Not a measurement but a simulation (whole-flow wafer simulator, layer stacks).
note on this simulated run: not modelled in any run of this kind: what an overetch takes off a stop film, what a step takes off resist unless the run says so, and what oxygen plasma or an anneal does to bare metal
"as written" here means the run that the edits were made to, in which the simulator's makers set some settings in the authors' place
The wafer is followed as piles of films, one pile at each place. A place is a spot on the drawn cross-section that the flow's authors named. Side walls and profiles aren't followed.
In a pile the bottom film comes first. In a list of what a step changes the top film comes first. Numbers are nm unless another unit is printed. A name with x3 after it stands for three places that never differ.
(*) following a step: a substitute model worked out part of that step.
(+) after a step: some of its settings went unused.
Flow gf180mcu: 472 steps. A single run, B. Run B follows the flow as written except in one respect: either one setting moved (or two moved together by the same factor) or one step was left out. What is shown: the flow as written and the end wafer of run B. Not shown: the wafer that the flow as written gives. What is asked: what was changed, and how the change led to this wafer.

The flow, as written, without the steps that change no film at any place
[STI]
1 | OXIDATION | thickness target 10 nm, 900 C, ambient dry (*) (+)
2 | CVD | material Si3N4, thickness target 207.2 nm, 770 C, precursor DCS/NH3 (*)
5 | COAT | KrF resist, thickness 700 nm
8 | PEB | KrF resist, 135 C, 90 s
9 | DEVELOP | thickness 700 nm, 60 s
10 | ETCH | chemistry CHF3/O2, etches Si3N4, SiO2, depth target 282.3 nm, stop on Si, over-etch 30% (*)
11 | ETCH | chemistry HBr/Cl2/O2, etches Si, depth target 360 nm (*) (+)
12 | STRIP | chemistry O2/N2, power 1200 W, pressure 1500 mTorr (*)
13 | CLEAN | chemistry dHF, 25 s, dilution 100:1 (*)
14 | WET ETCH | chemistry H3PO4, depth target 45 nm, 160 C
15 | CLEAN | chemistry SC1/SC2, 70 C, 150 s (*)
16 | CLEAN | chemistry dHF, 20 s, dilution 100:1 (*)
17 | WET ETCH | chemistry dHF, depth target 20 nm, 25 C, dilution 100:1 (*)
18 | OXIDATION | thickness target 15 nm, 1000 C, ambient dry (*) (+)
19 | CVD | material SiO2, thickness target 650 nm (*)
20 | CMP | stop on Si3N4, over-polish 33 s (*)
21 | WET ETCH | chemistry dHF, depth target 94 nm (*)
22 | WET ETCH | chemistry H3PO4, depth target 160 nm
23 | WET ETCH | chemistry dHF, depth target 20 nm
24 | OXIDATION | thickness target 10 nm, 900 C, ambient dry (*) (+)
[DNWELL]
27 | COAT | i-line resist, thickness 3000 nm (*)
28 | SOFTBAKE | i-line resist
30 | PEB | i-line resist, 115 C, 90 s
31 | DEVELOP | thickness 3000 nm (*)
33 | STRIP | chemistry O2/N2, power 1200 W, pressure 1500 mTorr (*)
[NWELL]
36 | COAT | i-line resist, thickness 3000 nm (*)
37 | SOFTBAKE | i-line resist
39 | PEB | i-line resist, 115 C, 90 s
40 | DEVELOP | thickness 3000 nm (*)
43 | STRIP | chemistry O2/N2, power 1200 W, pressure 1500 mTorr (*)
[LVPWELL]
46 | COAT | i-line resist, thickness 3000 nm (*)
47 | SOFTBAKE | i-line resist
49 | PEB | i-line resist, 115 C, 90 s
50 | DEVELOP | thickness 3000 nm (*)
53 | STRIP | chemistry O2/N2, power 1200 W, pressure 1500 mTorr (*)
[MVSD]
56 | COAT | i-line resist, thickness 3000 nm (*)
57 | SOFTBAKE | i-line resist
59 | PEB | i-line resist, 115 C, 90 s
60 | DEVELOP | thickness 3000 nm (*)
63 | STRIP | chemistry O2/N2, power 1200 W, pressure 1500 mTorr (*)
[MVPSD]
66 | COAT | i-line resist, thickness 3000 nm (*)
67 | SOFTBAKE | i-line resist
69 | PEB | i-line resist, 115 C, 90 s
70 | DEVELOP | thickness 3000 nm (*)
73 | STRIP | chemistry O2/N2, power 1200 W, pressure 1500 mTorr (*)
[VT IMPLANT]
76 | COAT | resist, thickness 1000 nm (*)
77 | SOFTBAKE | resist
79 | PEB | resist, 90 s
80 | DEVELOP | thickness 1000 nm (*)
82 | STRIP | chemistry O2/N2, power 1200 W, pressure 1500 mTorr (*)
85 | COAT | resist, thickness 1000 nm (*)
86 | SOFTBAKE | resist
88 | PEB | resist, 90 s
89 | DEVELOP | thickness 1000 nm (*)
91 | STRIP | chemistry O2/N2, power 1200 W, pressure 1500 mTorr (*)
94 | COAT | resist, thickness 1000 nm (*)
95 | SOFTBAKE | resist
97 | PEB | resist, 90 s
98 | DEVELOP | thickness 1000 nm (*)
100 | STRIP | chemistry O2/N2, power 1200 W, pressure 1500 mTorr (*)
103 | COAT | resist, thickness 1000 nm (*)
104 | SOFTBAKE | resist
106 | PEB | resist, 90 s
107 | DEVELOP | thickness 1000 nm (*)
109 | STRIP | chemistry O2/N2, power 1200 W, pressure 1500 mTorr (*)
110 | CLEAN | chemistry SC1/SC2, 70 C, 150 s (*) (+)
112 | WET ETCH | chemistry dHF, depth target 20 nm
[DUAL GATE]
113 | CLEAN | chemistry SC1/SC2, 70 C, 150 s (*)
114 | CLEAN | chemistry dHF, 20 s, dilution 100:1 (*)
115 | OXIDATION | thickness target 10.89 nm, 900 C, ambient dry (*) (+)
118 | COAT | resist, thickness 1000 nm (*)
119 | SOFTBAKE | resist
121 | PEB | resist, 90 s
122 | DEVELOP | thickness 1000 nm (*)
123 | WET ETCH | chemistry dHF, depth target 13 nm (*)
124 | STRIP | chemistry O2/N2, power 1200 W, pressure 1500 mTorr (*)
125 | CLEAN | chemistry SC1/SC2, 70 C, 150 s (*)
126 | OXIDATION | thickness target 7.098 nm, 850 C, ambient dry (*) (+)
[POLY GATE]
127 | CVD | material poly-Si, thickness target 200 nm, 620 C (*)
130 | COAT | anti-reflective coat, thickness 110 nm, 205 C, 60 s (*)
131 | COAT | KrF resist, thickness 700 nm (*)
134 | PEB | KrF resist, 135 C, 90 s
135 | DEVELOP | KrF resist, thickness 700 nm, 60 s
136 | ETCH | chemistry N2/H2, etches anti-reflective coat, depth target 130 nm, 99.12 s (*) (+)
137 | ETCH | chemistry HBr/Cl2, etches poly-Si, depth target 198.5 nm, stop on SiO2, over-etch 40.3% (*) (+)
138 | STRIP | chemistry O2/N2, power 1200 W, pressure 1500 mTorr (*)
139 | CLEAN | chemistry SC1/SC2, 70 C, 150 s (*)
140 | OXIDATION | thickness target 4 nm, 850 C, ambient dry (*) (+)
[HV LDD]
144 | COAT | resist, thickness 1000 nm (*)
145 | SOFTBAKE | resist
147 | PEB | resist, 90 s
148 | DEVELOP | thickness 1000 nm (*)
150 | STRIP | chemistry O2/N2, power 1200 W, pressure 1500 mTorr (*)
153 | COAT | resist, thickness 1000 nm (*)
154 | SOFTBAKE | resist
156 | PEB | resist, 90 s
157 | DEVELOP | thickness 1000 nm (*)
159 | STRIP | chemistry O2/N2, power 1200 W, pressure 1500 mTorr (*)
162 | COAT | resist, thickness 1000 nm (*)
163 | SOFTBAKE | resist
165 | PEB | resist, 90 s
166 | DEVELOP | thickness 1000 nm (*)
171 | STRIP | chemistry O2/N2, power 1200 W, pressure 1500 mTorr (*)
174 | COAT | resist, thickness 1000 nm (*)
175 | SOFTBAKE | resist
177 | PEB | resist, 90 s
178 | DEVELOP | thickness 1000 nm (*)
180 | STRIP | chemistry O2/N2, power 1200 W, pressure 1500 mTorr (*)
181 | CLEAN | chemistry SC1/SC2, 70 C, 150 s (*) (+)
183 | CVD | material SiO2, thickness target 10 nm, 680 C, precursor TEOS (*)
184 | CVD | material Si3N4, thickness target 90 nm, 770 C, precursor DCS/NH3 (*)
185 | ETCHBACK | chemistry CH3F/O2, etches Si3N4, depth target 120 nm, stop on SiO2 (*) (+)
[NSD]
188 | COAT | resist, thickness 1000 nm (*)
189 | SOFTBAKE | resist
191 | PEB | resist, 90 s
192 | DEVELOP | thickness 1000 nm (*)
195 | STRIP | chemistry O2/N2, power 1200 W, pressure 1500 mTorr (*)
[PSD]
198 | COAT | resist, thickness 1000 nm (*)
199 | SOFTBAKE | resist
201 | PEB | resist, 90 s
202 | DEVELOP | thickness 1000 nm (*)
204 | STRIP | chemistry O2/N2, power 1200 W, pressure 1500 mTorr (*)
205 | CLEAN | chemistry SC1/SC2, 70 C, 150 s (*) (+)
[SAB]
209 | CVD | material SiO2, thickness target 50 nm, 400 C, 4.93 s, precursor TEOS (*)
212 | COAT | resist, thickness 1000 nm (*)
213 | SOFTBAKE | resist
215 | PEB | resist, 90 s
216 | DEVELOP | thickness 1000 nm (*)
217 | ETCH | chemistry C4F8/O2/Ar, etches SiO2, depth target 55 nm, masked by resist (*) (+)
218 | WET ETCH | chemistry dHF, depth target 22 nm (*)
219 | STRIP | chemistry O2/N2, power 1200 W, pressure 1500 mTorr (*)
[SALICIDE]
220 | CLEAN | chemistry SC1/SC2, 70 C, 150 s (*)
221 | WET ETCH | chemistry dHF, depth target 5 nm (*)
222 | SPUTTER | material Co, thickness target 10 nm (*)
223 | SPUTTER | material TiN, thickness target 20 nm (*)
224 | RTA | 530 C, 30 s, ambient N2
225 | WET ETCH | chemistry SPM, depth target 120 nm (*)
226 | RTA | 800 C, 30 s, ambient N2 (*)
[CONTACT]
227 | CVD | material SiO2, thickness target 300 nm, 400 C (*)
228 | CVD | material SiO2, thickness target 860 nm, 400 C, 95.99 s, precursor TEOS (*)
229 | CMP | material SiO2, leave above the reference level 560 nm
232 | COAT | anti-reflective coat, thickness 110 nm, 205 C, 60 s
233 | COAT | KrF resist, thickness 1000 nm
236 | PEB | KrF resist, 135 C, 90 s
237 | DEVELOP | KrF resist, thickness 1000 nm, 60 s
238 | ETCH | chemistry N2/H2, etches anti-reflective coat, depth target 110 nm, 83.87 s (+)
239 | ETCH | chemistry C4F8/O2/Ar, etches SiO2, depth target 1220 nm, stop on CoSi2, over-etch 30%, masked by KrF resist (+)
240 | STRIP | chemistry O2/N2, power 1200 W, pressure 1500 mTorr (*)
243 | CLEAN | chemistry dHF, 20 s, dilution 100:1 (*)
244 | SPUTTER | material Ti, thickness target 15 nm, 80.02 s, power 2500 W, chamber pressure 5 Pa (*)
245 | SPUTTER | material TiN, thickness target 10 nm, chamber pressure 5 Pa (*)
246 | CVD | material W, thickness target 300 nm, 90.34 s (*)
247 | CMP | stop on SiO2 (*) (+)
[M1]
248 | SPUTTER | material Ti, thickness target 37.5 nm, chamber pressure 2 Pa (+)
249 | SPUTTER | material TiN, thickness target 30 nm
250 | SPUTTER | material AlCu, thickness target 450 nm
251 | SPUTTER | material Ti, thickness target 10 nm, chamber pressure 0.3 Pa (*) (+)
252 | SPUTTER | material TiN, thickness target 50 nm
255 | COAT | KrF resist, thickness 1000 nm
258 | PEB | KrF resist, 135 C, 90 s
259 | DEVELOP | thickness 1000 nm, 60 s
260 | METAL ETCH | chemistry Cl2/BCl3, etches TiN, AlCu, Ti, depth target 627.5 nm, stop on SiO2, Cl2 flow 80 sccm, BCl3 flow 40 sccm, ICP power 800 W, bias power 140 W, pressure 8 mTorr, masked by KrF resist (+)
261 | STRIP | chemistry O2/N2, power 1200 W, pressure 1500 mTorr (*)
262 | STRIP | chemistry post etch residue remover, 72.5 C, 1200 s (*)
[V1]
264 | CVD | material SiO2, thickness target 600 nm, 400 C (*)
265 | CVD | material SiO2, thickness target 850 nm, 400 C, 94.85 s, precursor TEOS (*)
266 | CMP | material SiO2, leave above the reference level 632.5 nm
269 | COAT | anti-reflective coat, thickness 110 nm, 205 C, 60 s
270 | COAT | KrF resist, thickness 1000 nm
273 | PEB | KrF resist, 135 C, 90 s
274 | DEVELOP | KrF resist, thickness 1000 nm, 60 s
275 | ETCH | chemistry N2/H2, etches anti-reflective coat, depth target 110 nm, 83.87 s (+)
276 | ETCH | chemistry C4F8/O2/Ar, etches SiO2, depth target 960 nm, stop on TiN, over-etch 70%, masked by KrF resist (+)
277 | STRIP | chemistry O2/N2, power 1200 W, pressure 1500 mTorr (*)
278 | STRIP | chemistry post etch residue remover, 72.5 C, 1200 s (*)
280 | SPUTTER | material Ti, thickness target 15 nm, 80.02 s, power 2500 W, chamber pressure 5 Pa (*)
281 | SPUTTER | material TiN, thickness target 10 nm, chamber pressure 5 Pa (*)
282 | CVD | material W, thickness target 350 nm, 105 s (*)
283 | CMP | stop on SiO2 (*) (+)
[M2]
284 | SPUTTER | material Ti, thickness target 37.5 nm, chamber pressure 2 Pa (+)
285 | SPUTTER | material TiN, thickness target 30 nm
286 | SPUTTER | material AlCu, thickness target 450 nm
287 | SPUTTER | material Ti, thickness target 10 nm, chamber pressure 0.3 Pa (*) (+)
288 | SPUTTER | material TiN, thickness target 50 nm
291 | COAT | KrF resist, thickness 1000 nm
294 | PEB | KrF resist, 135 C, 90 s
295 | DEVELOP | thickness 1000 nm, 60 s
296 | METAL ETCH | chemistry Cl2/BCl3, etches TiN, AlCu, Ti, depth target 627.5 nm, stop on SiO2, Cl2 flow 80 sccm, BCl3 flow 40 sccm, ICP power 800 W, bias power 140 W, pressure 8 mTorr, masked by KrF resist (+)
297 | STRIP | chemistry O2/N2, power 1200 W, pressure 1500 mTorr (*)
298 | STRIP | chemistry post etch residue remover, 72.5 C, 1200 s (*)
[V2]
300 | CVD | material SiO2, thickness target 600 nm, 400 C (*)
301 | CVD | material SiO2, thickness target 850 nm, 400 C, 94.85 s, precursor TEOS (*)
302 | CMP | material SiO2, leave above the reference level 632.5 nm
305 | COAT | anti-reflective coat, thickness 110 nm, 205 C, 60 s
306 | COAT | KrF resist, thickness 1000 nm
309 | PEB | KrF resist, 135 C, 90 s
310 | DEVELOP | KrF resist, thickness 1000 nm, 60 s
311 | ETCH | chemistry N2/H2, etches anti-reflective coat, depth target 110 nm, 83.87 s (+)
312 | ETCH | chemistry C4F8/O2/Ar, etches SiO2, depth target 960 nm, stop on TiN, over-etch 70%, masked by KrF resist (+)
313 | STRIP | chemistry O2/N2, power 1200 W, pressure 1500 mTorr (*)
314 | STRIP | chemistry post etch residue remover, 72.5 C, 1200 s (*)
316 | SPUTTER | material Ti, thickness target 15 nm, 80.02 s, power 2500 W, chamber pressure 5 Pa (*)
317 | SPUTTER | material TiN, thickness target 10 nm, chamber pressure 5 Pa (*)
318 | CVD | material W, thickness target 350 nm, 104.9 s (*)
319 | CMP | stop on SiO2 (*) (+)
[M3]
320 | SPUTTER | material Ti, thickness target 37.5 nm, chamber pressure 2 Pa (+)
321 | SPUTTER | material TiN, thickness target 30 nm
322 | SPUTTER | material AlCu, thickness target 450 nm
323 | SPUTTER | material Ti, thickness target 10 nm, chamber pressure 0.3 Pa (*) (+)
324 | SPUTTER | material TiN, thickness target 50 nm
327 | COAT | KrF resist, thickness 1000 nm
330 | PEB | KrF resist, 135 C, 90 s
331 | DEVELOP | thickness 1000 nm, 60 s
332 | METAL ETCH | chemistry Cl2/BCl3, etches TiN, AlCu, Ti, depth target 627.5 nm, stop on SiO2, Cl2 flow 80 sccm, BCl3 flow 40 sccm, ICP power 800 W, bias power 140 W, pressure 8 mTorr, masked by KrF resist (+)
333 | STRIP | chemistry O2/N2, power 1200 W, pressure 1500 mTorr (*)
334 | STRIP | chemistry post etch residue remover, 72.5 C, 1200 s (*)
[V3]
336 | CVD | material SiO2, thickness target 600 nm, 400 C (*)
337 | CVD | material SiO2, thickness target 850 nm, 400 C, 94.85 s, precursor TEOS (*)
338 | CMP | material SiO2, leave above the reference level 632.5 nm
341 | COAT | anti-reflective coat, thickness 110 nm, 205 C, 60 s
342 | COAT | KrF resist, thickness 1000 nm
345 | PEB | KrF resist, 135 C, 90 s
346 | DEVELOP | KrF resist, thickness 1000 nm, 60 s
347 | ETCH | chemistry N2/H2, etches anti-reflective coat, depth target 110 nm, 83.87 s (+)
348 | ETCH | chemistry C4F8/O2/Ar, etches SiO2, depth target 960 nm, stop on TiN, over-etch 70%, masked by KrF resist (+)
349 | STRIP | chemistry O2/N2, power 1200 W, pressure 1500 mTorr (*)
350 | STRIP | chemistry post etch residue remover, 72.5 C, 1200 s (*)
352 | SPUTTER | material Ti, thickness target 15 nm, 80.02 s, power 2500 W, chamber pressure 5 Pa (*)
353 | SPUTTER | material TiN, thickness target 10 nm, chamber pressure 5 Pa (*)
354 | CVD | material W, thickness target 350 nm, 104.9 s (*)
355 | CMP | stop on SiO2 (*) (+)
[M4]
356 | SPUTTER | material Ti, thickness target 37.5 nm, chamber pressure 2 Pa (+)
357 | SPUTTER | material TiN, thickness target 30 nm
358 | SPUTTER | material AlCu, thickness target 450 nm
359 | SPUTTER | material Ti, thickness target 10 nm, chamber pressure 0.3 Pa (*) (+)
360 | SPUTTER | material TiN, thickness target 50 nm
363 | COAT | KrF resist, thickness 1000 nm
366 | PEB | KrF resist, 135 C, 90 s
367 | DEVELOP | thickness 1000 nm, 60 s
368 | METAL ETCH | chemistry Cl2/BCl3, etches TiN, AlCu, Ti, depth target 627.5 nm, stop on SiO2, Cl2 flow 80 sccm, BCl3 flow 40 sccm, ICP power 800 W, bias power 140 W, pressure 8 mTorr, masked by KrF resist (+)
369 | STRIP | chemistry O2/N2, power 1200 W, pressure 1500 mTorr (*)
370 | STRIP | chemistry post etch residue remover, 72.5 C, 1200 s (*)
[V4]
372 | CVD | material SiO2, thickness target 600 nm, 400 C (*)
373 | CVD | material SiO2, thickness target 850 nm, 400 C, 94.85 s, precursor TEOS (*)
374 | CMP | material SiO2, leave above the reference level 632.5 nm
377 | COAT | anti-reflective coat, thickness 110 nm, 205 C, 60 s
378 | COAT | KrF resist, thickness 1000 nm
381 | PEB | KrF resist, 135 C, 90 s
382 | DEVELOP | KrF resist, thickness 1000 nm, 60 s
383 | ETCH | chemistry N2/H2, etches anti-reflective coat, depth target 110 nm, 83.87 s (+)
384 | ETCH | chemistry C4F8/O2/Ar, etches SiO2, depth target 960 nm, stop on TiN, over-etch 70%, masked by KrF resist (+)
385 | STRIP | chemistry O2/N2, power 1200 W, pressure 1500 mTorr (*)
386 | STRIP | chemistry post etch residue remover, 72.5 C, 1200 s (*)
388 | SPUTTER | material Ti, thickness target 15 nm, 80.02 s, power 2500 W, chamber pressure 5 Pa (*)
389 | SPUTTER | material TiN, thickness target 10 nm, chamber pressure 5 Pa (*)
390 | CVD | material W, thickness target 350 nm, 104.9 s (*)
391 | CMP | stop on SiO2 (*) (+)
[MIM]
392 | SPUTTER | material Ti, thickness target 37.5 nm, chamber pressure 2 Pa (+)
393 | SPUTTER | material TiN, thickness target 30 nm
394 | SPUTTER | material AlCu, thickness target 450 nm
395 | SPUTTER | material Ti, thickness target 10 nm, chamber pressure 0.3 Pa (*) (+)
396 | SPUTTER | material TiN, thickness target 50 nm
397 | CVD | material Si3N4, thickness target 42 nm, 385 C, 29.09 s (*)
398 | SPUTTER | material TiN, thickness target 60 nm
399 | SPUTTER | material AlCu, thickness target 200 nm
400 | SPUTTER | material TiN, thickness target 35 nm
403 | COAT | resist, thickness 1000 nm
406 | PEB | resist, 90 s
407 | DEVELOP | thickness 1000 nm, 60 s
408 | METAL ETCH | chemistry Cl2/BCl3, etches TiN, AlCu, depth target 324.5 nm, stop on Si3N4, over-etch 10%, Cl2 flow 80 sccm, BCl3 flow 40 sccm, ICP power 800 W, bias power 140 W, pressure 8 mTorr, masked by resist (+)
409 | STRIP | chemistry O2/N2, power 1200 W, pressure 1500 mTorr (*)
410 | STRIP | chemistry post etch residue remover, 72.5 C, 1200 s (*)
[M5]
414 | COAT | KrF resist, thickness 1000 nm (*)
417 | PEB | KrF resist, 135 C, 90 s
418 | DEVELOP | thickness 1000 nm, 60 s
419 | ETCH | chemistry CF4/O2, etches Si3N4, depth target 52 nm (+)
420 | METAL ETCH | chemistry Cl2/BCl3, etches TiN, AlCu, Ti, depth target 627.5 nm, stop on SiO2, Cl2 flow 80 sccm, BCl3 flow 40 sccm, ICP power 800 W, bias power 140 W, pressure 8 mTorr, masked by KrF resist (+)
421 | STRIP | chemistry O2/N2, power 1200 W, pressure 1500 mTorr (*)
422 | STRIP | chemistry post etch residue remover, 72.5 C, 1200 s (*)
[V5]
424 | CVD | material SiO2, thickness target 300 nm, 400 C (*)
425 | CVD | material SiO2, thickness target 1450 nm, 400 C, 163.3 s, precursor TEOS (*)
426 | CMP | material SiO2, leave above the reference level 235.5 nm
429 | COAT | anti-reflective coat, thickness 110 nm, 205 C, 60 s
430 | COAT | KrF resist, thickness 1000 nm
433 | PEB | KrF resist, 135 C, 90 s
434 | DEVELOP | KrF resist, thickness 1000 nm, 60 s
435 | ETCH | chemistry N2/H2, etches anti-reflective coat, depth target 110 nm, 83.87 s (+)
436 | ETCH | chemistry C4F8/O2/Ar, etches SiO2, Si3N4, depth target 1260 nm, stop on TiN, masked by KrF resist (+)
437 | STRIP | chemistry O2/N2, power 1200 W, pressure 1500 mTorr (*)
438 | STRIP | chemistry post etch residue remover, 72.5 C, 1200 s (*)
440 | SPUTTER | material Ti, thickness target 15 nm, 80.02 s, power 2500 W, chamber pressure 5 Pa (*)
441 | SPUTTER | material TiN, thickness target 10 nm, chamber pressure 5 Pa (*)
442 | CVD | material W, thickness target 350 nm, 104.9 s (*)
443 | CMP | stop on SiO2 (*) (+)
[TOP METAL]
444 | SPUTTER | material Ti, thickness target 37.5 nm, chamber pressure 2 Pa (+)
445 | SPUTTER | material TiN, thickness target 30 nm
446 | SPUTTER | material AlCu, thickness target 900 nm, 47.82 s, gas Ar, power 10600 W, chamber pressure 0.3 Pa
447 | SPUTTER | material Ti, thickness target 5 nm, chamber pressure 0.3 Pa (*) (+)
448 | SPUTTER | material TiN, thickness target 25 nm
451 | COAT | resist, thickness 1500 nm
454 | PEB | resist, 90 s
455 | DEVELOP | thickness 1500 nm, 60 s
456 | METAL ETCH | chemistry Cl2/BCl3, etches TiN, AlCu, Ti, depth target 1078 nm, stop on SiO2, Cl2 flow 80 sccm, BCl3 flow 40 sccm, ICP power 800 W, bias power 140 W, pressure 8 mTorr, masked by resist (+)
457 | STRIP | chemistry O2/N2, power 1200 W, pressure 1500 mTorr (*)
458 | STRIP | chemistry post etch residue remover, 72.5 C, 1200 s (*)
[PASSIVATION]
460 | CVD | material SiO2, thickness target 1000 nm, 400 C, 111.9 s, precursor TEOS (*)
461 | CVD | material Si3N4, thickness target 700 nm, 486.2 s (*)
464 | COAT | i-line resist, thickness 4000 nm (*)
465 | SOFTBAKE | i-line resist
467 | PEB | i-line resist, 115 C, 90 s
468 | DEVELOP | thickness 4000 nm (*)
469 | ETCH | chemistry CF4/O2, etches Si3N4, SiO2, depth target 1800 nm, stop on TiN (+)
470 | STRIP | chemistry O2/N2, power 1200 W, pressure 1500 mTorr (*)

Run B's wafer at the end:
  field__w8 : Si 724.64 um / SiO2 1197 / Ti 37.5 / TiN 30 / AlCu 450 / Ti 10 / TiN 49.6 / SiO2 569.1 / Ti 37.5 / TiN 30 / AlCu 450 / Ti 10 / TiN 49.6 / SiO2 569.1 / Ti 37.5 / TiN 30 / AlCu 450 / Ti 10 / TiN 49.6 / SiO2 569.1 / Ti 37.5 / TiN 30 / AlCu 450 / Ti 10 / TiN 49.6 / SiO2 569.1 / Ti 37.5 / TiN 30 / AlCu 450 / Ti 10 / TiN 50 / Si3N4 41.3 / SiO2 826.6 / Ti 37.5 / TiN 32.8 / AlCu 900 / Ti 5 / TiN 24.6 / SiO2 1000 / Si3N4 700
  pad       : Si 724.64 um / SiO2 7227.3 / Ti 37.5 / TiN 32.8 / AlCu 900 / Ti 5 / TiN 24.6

Cause: step 445, SPUTTER: thickness target 32.77 nm was run, while the flow as written has thickness target 30 nm.
The wafer lets one read it off: field__w8 has TiN 32.8, and step 445 as written asks for 30 nm.

How this came from the change, step by step:
  445 | SPUTTER | material TiN, thickness target 30 nm
      field, field__w1, field__w2 and 109 more: TiN gains 32.8 (new film) (as written it would have been: TiN gains 30 (new film))
  456 | METAL ETCH | chemistry Cl2/BCl3, etches TiN, AlCu, Ti, depth target 1078 nm, stop on SiO2, Cl2 flow 80 sccm, BCl3 flow 40 sccm, ICP power 800 W, bias power 140 W, pressure 8 mTorr, masked by resist (+)
      field, field__w1, field__w2 and 103 more: TiN loses 25 (all of it), Ti loses 5 (all of it), AlCu loses 900 (all of it), TiN loses 32.8 (all of it), Ti loses 37.5 (all of it) (as written it would have been: TiN loses 25 (all of it), Ti loses 5 (all of it), AlCu loses 900 (all of it), TiN loses 30 (all of it), Ti loses 37.5 (all of it))
